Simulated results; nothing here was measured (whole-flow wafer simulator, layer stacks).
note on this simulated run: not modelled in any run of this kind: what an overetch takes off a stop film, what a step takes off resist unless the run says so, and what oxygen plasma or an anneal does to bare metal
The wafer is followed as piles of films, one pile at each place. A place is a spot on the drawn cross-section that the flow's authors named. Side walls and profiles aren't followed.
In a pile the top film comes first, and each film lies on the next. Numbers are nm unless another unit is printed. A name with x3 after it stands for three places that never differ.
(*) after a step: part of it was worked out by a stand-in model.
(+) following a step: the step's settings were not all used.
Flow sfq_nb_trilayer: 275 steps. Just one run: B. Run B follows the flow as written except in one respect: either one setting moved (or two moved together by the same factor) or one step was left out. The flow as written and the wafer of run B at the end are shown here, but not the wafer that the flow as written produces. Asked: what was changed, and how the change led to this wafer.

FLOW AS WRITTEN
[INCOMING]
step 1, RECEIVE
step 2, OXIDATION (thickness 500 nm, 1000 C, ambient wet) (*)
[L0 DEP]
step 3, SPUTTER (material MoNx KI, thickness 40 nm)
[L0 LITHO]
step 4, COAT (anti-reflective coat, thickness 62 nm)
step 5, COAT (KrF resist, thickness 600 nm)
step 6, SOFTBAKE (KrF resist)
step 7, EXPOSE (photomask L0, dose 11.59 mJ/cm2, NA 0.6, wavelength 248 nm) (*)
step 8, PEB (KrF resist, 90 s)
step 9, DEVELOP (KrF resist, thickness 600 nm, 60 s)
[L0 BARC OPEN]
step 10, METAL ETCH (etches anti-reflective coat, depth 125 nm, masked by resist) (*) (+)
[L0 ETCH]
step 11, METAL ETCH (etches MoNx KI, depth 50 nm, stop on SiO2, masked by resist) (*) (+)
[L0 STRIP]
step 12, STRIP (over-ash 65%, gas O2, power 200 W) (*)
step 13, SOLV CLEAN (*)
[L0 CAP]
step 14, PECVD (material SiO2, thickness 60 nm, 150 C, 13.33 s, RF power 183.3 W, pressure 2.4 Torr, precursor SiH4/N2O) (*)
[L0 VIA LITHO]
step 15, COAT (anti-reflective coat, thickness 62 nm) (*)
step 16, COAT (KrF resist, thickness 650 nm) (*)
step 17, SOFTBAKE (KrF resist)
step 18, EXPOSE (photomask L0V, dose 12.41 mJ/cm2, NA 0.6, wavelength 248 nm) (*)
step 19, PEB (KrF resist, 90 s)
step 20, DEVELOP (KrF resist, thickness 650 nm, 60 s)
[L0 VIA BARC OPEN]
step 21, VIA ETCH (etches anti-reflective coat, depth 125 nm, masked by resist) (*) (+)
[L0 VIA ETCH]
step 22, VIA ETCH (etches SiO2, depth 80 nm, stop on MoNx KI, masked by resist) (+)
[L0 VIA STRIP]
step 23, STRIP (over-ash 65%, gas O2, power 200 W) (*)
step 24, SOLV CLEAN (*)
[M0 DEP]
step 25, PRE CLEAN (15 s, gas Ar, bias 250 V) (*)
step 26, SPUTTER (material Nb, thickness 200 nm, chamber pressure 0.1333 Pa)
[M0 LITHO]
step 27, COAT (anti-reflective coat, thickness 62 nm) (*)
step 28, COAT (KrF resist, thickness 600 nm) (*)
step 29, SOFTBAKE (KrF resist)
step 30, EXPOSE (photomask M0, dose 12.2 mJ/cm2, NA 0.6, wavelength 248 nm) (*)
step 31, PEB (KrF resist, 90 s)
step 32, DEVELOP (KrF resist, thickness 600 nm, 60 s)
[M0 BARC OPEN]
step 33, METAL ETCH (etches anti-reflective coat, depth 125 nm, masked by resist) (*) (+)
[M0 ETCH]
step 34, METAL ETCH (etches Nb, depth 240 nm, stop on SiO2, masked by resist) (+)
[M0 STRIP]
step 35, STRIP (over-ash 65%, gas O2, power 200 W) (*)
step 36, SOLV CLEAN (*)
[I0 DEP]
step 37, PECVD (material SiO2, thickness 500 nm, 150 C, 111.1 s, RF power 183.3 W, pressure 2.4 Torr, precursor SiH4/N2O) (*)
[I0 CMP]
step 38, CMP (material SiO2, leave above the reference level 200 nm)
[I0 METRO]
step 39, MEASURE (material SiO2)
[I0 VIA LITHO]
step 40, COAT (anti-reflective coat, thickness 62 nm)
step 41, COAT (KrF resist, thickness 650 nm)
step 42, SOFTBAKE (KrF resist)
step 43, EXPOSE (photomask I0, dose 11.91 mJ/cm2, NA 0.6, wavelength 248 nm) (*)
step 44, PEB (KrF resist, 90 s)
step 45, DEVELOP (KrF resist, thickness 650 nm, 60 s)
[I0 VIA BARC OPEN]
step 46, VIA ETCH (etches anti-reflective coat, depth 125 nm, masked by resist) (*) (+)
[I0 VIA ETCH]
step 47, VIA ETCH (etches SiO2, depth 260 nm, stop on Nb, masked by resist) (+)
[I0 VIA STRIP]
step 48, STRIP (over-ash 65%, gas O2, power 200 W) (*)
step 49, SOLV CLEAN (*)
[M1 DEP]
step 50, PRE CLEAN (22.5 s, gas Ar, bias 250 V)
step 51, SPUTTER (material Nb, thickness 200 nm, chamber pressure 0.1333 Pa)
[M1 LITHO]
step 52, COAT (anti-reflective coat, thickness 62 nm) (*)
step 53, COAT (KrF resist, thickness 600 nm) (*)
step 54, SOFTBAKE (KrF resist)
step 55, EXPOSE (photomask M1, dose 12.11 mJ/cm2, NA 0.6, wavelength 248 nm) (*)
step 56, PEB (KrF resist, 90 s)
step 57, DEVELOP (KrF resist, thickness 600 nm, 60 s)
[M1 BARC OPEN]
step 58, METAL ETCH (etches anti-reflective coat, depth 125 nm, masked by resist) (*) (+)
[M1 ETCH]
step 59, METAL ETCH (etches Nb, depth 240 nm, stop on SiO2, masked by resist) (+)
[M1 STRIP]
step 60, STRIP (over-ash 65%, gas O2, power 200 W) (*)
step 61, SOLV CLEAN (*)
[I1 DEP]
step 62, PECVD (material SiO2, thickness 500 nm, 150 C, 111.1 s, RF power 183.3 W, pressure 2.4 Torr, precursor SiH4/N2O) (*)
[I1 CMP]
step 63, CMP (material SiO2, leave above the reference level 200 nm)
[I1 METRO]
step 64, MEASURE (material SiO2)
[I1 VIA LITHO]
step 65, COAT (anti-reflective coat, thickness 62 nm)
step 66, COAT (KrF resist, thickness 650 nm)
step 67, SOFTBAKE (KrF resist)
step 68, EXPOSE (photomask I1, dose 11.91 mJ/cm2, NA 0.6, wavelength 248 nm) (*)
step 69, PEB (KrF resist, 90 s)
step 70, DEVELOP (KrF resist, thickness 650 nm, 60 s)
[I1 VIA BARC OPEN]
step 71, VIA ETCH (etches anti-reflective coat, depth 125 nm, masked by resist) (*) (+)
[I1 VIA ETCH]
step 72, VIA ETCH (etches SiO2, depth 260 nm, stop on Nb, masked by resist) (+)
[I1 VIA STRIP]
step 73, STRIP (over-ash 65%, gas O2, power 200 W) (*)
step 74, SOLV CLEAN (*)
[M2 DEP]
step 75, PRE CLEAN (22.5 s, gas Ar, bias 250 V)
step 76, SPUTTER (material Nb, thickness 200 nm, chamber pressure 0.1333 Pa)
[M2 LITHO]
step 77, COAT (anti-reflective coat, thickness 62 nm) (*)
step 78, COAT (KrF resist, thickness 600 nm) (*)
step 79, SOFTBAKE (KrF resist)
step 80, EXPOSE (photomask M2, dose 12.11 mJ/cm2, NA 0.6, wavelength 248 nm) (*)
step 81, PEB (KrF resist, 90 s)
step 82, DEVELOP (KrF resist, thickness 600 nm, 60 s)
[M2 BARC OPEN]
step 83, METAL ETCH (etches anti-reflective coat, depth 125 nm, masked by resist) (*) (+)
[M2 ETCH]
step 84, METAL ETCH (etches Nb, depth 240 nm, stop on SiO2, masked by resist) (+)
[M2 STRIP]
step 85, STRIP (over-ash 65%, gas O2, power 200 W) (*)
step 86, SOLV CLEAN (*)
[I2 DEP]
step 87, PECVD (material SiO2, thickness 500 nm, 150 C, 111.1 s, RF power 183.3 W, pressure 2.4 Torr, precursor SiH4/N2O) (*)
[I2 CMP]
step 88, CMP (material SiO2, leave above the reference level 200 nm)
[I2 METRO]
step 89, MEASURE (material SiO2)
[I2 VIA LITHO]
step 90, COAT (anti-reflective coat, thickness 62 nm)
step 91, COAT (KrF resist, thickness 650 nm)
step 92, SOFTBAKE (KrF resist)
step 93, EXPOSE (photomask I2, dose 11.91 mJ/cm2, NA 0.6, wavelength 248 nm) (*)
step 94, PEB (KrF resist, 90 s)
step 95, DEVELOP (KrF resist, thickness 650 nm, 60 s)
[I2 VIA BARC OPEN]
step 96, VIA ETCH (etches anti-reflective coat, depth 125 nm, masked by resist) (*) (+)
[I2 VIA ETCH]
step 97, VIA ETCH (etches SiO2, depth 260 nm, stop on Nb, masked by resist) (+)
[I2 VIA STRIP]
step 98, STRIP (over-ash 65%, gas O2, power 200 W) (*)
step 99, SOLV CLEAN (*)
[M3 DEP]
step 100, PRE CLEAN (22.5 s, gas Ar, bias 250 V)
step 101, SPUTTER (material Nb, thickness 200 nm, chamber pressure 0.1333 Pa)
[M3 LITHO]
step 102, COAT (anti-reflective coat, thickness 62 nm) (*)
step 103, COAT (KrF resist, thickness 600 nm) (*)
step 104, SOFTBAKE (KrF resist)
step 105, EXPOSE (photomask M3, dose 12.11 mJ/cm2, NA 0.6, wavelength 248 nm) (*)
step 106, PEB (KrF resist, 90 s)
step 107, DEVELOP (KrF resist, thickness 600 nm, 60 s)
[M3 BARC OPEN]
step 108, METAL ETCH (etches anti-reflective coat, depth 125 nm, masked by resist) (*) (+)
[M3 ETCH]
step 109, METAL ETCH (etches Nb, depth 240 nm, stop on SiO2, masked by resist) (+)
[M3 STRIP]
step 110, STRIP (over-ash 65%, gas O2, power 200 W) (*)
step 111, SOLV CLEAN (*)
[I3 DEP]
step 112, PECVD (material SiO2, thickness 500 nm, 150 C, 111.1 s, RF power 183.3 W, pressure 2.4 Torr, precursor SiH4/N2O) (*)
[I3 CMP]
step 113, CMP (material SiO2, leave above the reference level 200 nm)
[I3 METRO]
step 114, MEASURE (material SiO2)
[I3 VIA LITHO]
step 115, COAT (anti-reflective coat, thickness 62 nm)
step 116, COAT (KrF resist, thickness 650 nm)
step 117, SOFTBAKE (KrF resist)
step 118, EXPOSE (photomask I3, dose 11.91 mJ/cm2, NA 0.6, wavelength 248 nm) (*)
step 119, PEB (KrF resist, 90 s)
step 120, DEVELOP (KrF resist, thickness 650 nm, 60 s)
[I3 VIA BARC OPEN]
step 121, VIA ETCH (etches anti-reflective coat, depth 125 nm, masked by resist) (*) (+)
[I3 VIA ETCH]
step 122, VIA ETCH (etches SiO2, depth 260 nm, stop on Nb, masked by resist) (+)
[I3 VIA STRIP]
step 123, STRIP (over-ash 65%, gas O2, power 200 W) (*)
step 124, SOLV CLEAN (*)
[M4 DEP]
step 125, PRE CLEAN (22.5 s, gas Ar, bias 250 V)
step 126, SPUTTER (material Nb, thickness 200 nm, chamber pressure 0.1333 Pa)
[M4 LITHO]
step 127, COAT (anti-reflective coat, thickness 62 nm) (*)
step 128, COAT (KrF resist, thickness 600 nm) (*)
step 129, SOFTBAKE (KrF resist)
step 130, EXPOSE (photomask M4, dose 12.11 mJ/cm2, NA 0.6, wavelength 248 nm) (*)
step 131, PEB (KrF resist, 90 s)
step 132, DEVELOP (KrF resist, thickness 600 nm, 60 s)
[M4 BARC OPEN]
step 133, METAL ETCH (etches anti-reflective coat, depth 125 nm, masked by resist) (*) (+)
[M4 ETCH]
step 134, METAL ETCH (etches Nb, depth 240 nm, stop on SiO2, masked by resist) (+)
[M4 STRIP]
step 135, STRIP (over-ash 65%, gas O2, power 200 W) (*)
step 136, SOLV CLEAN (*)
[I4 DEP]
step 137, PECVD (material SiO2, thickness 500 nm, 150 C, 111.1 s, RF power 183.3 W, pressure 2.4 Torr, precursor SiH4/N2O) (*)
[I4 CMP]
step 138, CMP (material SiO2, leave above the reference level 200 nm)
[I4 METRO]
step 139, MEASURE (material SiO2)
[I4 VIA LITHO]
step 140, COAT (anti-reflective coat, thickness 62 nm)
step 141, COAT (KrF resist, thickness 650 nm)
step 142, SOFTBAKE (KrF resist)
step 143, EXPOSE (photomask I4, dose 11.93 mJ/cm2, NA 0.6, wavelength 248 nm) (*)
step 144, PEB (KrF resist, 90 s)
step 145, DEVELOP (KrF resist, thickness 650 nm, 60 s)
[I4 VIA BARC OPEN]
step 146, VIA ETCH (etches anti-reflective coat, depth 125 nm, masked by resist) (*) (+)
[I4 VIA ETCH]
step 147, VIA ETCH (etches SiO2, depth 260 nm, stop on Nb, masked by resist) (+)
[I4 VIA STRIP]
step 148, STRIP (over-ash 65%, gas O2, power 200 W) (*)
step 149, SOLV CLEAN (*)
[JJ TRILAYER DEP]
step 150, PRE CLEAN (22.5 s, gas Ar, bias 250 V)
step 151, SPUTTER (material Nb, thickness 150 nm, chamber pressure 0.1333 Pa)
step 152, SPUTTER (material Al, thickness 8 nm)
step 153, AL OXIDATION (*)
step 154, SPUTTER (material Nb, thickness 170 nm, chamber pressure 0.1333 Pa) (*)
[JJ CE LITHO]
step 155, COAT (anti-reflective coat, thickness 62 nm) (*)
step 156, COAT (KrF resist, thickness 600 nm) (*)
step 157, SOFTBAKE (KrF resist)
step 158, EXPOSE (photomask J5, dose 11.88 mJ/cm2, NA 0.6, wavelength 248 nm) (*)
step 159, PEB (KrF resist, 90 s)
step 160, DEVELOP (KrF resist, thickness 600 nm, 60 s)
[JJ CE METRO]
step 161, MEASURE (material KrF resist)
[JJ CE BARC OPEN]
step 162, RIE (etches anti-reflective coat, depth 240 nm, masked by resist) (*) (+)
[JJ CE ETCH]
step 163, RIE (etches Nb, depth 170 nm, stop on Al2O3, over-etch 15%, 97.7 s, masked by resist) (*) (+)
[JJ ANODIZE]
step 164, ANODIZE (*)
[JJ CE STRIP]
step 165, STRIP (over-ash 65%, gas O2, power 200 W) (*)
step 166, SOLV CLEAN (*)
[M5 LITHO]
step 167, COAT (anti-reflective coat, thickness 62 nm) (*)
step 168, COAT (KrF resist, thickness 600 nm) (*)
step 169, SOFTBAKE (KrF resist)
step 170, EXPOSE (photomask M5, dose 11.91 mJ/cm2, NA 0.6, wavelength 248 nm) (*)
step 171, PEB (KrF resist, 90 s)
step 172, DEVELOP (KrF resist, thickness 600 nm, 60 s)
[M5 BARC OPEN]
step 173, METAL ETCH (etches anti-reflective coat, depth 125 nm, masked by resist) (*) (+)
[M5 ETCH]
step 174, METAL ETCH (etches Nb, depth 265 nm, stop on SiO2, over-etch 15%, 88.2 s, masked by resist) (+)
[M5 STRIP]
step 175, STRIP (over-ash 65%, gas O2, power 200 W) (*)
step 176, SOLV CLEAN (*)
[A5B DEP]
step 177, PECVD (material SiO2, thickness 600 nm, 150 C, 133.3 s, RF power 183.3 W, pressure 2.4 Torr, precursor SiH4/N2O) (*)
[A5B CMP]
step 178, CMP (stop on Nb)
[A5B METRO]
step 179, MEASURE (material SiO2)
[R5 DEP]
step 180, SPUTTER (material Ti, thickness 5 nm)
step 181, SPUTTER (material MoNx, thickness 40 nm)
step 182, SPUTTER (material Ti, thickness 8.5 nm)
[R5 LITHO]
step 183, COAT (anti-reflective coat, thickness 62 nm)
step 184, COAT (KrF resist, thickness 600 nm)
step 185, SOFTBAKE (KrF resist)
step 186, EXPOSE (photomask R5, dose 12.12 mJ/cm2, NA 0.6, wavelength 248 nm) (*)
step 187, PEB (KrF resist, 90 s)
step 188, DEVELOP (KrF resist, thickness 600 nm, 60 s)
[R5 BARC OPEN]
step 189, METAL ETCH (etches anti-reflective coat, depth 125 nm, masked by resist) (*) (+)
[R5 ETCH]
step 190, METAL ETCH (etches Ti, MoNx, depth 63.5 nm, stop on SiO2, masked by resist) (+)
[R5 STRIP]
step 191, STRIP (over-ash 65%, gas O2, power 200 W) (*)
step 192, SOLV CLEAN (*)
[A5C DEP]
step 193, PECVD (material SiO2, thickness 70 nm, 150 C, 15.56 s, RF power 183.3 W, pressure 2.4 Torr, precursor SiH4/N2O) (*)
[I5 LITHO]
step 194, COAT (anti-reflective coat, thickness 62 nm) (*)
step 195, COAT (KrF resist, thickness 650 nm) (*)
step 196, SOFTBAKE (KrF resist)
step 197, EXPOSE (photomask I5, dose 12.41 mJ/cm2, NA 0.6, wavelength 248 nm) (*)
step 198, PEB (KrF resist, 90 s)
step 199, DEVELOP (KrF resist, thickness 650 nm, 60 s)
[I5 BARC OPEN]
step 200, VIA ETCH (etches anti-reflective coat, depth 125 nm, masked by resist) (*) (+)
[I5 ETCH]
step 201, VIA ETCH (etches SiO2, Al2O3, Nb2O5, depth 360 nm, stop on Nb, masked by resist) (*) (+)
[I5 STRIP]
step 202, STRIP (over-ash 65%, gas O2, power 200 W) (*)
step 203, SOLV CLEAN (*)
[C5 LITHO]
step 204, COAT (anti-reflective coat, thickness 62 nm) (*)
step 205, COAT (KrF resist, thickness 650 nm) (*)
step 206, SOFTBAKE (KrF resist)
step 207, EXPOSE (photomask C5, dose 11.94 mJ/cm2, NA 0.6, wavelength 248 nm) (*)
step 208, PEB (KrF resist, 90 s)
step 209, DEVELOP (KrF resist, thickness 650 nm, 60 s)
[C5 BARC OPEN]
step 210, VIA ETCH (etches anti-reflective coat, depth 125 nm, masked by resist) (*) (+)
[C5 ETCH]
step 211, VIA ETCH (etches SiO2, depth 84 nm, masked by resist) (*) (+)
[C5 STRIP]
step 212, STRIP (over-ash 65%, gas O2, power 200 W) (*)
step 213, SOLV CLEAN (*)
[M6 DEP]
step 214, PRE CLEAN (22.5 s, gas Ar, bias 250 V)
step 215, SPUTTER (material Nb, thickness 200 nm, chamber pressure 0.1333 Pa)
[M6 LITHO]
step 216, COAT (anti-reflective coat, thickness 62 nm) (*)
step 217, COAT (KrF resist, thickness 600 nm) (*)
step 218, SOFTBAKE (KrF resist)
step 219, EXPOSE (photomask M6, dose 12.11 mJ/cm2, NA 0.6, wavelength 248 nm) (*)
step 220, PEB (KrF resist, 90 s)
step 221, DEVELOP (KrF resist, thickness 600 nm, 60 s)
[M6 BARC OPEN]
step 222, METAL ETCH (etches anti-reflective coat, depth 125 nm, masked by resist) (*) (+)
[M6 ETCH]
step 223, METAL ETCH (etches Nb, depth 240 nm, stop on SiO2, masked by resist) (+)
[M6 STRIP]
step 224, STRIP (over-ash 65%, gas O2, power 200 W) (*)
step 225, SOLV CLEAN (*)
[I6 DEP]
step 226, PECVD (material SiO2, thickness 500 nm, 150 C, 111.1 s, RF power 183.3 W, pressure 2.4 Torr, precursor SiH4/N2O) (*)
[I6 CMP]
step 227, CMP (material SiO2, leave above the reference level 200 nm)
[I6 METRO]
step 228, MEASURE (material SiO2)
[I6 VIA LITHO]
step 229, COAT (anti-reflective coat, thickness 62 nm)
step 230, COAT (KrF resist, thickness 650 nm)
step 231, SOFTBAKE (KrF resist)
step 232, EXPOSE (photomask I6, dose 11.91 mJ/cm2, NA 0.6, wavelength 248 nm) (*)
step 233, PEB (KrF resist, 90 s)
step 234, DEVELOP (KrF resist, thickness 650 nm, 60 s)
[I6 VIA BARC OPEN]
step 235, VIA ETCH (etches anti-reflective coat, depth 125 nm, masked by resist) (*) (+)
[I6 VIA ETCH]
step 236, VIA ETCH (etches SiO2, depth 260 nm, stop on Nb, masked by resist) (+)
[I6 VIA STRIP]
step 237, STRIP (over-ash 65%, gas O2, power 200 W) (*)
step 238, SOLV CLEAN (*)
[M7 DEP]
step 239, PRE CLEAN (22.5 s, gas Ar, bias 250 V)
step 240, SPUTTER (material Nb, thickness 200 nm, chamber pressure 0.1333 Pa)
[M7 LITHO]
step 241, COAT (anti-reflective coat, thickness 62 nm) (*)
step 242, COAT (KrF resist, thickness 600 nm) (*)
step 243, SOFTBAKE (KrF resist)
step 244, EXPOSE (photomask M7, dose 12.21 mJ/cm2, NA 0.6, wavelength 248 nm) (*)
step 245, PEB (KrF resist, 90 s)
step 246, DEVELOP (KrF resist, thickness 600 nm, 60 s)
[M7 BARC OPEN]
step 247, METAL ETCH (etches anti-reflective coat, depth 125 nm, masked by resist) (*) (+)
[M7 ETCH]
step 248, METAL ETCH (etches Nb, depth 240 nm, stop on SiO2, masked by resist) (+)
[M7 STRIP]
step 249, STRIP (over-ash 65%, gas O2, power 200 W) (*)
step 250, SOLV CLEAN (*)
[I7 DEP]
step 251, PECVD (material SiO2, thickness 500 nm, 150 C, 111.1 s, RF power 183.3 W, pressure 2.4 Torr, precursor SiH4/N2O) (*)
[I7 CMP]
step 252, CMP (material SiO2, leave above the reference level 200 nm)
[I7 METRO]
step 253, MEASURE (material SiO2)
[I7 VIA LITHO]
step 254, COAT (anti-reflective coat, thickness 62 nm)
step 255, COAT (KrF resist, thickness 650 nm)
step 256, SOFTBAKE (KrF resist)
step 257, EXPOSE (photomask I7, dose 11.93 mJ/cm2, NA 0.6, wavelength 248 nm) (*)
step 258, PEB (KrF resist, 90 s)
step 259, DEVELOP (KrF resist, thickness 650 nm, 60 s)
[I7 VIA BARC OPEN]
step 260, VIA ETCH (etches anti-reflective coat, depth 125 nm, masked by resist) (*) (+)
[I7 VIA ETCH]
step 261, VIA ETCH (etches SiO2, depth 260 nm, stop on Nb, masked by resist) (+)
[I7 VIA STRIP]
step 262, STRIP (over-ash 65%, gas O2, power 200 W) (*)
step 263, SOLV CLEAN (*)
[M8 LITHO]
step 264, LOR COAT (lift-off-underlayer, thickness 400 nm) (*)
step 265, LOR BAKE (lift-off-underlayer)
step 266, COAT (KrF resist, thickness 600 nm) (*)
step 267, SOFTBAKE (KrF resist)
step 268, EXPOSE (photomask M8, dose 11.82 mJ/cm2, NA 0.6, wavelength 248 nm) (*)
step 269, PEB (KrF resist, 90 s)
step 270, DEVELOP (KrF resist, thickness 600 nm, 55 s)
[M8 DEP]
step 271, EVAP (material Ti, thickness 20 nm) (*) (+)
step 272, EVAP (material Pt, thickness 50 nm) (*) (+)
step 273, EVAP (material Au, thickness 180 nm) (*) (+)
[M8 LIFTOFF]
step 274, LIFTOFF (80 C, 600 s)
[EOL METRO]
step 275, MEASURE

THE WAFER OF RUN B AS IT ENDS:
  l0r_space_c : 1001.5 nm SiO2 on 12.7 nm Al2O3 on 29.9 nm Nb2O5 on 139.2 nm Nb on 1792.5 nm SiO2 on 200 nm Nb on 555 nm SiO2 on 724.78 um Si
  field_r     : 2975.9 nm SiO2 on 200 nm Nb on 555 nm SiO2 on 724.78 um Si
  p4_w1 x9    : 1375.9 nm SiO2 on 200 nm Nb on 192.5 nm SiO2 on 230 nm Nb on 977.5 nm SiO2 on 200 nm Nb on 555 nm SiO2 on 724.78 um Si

The reason: step 101, SPUTTER: thickness 230 nm was run, though the flow has thickness 200 nm.
The wafer itself shows it: p4_w1 x9 has Nb 230, and step 101 as written asks for 200 nm.

The path from the change to this, step by step:
  step 101, SPUTTER (material Nb, thickness 200 nm, chamber pressure 0.1333 Pa)
      field_l, v_sur, via_wl and 102 more: +230 Nb (new film) (as written it would have been: +200 Nb (new film))
      via_w: +190.7 Nb (as written it would have been: +165.5 Nb)
  step 102, COAT (anti-reflective coat, thickness 62 nm) (*)
      via_wl, via_wr: +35 anti-reflective coat (new film) (as written it would have been: +34.2 anti-reflective coat (new film))
  step 109, METAL ETCH (etches Nb, depth 240 nm, stop on SiO2, masked by resist) (+)
      field_l, be, be_sur and 72 more: -230 Nb (all of it) (as written it would have been: -200 Nb (all of it))
  step 110, STRIP (over-ash 65%, gas O2, power 200 W) (*)
      via_wl: -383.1 KrF resist (all of it), -35 anti-reflective coat (all of it) (as written it would have been: -384.2 KrF resist (all of it), -34.2 anti-reflective coat (all of it))
      via_wr: -383.2 KrF resist (all of it), -35 anti-reflective coat (all of it) (as written it would have been: -384.2 KrF resist (all of it), -34.2 anti-reflective coat (all of it))
  step 112, PECVD (material SiO2, thickness 500 nm, 150 C, 111.1 s, RF power 183.3 W, pressure 2.4 Torr, precursor SiH4/N2O) (*)
      p4_g1 x2, p3_s0 x6: +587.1 SiO2 (as written it would have been: +557.1 SiO2)
  step 113, CMP (material SiO2, leave above the reference level 200 nm)
      field_l, be, be_sur and 64 more: -70 SiO2 (as written it would have been: -100 SiO2)
